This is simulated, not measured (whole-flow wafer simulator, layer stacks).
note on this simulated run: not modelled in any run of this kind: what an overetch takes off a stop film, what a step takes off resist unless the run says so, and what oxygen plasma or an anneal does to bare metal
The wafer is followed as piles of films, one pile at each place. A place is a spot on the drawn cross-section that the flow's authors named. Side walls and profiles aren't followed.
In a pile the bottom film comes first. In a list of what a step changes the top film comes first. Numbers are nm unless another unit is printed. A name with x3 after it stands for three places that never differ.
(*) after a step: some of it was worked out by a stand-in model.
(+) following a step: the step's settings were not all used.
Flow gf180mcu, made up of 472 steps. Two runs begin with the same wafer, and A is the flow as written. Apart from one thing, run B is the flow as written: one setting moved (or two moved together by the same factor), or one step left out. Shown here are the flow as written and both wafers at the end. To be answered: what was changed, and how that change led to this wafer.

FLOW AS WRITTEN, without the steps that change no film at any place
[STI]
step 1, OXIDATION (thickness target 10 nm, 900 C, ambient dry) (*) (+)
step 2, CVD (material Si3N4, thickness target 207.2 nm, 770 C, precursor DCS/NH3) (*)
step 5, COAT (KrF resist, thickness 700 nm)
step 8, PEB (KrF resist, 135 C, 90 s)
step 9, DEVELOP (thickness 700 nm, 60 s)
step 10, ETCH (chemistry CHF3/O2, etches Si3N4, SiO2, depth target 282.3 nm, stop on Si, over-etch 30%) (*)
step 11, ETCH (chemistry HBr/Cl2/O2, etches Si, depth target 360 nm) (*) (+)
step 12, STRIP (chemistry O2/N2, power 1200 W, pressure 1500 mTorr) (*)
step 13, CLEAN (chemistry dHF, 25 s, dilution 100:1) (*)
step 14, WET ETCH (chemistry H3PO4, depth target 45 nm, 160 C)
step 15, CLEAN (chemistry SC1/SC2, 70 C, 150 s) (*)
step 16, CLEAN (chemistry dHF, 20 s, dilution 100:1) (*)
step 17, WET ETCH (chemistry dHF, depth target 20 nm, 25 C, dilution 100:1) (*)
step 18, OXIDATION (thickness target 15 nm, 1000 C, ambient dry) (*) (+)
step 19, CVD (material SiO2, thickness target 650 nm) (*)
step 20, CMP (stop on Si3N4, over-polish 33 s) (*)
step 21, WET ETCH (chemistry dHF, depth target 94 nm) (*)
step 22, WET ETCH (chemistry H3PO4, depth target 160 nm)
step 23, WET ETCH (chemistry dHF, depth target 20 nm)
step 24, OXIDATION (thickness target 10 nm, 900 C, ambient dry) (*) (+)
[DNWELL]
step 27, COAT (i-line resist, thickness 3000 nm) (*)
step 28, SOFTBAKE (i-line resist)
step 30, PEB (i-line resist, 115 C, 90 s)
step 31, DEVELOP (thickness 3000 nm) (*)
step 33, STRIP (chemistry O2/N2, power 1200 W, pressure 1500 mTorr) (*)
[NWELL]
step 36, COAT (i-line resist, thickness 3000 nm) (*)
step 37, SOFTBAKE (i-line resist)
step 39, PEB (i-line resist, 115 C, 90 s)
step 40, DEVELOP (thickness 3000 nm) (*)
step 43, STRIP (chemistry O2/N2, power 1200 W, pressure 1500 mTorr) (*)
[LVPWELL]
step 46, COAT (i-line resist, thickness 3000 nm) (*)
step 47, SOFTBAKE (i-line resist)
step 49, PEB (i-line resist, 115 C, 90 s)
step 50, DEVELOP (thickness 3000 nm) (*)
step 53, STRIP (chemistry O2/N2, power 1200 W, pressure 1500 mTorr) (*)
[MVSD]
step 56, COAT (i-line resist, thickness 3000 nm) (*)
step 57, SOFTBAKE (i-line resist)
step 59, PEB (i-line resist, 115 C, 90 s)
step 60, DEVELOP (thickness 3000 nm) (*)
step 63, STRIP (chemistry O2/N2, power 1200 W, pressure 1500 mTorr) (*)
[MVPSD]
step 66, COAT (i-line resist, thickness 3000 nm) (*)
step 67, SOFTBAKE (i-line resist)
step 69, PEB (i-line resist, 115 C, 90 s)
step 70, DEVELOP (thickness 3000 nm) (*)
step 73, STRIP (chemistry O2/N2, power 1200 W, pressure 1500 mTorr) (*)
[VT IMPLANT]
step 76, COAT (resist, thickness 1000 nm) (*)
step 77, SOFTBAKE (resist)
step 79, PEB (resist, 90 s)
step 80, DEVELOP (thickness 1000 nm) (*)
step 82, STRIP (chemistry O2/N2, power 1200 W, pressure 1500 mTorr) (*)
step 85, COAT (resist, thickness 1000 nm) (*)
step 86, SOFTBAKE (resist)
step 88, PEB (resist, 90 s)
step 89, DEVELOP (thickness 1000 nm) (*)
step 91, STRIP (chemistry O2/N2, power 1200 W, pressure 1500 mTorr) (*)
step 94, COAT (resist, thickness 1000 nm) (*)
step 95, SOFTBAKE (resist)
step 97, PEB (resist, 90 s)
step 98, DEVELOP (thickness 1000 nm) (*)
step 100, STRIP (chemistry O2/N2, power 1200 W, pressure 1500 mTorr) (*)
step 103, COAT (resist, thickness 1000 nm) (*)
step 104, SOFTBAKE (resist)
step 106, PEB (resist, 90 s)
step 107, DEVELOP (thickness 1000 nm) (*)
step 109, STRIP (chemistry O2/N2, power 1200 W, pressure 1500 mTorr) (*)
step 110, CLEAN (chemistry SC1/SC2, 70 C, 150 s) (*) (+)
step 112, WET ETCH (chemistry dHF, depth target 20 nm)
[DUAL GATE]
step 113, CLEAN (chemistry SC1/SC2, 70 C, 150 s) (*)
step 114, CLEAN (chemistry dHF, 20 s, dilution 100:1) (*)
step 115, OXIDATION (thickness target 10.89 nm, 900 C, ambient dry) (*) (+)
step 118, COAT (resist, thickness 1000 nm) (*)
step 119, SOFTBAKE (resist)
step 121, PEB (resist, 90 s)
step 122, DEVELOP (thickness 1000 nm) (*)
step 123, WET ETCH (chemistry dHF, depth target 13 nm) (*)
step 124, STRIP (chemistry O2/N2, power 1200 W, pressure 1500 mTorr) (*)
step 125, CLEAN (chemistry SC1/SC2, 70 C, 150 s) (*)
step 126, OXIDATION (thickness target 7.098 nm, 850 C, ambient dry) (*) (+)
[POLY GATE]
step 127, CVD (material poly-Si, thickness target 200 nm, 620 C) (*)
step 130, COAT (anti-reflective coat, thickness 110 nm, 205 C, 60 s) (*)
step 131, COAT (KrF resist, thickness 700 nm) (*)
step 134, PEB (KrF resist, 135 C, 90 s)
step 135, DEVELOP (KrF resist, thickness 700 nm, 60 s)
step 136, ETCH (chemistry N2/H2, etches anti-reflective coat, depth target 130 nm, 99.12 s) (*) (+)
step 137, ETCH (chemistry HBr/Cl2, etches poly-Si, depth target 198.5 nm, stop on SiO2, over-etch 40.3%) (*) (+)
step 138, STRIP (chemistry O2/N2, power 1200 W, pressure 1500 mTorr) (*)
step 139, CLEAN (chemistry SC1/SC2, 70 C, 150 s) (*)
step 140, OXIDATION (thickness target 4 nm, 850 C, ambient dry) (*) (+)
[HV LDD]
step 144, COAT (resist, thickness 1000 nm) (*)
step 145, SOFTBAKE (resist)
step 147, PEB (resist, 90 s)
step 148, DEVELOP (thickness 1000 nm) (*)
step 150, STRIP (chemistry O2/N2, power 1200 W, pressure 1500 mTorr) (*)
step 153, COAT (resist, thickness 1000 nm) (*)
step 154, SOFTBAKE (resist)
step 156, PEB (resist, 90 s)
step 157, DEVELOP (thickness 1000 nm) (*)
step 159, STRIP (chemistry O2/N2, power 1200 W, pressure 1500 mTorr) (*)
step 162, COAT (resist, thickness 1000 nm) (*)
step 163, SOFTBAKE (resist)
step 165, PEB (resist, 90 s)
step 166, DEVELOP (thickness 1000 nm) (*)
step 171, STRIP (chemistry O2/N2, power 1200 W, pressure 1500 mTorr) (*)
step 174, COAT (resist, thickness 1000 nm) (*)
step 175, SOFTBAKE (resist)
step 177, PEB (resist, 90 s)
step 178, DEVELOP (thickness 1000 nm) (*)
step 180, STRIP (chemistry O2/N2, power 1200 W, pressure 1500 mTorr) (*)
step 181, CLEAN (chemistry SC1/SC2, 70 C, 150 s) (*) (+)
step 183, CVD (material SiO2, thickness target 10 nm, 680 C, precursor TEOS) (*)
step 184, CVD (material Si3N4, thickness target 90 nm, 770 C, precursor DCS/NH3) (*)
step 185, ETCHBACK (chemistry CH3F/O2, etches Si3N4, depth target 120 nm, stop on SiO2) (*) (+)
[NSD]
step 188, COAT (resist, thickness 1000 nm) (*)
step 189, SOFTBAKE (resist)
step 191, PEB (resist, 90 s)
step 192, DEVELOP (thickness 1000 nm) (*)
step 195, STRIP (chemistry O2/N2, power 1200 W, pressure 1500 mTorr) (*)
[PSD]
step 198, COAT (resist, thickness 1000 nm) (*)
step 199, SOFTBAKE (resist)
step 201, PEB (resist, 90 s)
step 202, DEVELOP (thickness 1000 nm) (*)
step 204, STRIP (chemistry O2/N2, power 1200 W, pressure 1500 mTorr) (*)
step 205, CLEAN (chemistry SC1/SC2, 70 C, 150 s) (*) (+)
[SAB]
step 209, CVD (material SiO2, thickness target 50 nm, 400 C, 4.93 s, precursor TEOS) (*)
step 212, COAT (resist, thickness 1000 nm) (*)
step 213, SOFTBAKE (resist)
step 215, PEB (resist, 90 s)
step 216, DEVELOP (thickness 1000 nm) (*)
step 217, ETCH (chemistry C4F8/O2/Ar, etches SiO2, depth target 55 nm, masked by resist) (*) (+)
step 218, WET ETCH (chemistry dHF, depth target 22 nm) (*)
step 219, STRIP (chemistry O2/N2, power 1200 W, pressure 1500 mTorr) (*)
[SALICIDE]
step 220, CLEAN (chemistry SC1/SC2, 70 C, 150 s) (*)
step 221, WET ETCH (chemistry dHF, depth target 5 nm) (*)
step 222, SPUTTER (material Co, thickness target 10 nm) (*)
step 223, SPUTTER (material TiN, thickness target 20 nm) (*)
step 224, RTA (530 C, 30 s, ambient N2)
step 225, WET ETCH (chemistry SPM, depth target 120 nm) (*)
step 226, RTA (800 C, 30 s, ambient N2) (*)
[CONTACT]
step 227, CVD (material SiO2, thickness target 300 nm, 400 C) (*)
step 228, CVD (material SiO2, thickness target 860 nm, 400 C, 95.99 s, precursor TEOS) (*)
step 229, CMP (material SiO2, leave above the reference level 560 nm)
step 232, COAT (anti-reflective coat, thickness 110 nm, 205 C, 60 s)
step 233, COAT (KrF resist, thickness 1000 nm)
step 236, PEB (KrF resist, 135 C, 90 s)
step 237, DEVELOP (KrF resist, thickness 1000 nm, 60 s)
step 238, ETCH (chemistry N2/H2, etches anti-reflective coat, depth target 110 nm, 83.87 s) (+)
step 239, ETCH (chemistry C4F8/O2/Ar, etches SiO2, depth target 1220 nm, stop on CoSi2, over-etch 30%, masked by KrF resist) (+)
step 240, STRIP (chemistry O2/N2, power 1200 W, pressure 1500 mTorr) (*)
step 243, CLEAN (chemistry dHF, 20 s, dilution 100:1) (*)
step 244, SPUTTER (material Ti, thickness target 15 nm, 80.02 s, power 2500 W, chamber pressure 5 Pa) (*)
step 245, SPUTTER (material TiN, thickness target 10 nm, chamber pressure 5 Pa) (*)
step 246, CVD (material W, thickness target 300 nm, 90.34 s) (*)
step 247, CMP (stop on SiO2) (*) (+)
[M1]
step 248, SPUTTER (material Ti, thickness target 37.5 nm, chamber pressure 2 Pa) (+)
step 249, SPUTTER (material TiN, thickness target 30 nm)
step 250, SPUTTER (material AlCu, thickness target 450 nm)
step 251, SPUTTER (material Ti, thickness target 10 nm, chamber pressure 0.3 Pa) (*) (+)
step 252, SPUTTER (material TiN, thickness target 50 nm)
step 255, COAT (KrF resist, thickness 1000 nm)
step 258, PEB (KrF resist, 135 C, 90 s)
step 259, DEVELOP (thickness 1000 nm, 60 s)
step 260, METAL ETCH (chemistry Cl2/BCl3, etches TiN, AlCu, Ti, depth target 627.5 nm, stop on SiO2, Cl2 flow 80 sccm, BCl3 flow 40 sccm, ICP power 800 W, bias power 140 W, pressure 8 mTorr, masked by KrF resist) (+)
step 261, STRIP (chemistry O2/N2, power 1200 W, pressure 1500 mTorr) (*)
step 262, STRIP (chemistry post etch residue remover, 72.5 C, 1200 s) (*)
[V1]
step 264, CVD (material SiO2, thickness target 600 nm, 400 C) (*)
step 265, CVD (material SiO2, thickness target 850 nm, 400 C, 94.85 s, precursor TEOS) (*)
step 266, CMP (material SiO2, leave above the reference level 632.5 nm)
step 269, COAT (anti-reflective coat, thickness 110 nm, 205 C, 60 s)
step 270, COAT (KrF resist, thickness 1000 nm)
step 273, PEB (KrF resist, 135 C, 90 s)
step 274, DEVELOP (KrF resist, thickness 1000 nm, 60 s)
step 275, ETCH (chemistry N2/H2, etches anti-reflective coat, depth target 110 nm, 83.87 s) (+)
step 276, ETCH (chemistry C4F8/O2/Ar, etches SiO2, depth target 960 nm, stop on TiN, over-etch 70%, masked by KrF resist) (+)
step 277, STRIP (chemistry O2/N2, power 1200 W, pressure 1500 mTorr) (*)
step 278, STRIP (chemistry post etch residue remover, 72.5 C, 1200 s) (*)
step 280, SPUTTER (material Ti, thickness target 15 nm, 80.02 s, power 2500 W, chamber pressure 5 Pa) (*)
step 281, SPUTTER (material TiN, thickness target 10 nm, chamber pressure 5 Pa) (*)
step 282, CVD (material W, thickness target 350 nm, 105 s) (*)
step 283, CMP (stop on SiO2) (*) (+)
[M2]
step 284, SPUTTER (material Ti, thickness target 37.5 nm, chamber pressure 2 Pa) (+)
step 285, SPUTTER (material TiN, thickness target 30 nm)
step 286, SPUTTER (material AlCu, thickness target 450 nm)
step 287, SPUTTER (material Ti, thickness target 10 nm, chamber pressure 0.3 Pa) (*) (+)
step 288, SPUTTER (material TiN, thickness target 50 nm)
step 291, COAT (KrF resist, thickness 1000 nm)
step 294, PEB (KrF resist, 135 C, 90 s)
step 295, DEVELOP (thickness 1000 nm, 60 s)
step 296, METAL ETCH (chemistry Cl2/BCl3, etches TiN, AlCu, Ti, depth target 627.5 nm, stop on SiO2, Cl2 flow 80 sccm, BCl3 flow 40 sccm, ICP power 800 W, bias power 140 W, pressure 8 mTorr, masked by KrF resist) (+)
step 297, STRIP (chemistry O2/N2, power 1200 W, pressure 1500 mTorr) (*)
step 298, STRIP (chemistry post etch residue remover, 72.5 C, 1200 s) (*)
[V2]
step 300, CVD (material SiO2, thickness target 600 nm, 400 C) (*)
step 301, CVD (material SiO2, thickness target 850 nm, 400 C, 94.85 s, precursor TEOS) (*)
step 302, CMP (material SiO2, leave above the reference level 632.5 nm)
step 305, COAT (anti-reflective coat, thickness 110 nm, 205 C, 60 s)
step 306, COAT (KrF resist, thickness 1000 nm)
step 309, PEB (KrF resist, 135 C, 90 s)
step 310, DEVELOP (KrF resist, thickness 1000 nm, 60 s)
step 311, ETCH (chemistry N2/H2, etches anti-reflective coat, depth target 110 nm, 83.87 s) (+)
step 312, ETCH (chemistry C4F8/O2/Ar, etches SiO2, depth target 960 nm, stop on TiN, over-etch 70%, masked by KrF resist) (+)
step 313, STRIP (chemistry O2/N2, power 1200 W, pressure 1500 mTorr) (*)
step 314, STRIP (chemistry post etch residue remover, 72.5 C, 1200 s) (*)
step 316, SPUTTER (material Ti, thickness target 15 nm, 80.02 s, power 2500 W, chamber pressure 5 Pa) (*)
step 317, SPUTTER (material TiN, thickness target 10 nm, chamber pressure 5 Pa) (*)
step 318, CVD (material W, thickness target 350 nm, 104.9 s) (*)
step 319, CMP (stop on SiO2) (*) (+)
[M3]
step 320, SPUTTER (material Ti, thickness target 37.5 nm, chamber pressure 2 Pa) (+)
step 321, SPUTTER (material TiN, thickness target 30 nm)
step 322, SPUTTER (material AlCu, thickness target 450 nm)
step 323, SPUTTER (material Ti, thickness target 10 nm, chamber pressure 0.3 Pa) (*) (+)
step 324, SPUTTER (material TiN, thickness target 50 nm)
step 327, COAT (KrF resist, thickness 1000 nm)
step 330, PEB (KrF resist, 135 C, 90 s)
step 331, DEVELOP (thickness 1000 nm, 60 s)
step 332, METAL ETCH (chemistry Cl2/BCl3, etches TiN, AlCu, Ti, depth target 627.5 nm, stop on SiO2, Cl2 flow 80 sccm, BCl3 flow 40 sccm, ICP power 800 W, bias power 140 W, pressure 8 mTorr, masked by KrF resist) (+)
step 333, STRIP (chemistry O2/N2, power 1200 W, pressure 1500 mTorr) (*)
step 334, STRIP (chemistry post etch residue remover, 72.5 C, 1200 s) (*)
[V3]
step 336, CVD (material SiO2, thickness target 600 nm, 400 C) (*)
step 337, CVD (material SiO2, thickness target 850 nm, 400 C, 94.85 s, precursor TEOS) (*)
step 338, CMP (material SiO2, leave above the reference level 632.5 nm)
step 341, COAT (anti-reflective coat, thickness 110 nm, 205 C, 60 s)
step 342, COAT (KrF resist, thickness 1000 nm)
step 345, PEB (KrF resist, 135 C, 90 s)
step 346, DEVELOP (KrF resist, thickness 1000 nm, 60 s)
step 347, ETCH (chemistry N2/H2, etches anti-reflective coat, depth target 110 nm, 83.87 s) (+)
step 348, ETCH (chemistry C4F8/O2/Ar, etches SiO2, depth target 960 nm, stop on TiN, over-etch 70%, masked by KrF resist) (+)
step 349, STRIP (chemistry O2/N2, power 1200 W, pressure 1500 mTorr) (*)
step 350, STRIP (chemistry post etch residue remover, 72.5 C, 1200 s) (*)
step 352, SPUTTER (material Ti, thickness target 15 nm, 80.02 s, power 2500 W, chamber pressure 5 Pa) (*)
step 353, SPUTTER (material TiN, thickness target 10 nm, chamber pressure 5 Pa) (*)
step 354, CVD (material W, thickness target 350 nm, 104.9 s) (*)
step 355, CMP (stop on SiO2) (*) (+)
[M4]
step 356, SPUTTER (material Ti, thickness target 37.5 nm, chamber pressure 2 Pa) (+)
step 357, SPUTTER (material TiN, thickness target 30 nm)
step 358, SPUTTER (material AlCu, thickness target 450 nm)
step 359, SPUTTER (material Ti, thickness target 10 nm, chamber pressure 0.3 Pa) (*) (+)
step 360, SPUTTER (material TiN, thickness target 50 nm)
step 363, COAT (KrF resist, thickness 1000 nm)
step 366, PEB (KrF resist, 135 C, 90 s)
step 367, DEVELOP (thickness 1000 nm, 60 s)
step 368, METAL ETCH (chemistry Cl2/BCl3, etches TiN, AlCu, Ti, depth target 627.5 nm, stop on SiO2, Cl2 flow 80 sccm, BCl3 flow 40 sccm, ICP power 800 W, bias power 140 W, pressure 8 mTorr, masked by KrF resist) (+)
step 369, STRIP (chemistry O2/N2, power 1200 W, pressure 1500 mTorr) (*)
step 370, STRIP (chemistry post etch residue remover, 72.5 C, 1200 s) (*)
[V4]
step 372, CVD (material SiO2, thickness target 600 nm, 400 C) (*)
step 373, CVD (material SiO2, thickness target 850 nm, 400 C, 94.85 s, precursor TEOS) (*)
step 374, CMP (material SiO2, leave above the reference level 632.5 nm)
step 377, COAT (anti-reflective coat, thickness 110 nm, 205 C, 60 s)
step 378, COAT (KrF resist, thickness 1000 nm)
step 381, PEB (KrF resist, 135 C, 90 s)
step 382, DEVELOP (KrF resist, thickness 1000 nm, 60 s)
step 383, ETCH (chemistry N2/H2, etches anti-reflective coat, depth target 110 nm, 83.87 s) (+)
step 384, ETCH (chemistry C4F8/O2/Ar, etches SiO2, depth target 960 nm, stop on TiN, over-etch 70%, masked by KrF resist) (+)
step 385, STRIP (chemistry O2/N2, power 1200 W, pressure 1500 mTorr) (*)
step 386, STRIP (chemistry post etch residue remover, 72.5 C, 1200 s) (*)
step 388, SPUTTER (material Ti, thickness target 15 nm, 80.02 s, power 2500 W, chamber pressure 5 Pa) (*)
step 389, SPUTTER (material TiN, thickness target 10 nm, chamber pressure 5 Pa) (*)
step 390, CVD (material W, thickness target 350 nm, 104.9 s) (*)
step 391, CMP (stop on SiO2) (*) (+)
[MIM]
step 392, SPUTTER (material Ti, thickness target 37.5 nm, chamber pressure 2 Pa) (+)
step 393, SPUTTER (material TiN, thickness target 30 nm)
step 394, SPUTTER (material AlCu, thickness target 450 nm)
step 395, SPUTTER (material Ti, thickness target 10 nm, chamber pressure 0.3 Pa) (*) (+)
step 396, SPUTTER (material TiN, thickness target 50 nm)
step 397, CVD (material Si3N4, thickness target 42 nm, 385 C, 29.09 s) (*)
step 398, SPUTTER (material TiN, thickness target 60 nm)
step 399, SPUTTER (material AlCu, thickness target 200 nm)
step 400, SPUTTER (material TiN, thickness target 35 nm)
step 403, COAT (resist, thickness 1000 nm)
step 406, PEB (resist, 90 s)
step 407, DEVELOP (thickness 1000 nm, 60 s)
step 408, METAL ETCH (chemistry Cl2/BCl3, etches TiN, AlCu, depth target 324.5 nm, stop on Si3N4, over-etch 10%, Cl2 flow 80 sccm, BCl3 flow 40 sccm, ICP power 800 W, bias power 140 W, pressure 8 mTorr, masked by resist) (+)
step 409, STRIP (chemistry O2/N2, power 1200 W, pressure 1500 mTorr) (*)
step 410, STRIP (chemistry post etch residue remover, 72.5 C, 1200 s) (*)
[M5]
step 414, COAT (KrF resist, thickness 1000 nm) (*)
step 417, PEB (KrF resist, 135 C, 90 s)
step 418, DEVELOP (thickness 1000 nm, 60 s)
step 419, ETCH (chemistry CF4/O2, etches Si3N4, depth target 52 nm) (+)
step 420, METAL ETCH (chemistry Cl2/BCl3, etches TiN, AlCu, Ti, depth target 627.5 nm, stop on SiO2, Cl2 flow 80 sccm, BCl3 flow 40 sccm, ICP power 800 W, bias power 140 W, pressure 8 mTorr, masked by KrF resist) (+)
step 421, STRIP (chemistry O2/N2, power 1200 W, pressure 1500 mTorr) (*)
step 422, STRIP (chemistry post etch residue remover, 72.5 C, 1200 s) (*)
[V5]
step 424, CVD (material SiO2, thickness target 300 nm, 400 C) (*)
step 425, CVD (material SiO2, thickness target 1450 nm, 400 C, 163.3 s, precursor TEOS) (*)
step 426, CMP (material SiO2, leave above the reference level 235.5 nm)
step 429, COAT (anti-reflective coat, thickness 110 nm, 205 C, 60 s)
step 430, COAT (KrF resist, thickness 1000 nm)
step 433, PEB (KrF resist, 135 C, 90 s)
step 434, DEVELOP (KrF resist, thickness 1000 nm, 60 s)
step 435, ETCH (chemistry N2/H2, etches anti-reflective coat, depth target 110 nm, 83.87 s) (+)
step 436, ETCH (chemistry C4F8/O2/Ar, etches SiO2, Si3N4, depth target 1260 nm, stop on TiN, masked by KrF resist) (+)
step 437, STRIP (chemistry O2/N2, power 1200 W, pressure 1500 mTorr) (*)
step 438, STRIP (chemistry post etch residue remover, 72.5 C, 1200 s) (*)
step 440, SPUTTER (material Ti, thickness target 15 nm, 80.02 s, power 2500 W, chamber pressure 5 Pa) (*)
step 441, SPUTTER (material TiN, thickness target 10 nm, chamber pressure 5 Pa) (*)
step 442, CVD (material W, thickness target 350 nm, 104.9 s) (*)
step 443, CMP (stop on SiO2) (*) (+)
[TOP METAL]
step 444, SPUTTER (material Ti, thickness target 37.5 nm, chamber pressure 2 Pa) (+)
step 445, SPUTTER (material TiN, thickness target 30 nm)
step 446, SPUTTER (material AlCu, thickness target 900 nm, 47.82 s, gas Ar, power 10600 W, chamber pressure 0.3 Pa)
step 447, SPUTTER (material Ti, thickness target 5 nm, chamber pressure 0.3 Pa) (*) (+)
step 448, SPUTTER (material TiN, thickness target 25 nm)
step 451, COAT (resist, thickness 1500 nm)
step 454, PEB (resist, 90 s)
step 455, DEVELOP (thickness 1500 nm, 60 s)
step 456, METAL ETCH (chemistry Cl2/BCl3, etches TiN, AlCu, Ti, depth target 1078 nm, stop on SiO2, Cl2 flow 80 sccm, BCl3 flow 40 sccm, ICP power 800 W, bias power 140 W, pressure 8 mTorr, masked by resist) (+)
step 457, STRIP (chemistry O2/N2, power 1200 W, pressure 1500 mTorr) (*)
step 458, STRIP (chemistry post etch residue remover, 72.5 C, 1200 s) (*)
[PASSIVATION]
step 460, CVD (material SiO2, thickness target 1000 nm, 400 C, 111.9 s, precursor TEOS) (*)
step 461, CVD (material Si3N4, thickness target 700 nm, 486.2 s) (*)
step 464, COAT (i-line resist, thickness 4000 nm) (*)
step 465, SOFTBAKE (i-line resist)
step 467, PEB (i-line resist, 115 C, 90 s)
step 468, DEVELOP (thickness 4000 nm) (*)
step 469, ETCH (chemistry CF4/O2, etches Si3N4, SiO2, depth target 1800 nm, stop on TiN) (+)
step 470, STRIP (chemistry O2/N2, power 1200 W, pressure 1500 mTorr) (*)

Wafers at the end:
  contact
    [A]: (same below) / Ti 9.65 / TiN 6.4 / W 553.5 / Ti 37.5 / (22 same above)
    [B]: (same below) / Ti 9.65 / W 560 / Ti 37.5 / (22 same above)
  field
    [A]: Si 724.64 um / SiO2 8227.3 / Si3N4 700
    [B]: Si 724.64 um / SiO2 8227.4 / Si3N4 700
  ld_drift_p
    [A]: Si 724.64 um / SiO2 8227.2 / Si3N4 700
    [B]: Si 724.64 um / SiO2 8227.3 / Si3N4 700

Cause: step 353, SPUTTER: material TiN, thickness target 10 nm, chamber pressure 5 Pa (*), was skipped.

Step by step, how the change led to this:
  step 355, CMP (stop on SiO2) (*) (+)
      field, field__w1, field__w2 and 107 more: A -350 W (all of it), -10 TiN (all of it), -15 Ti (all of it), -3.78 SiO2 | B -350 W (all of it), -15 Ti (all of it), -3.68 SiO2
      contact: A -378.8 W | B -368.7 W
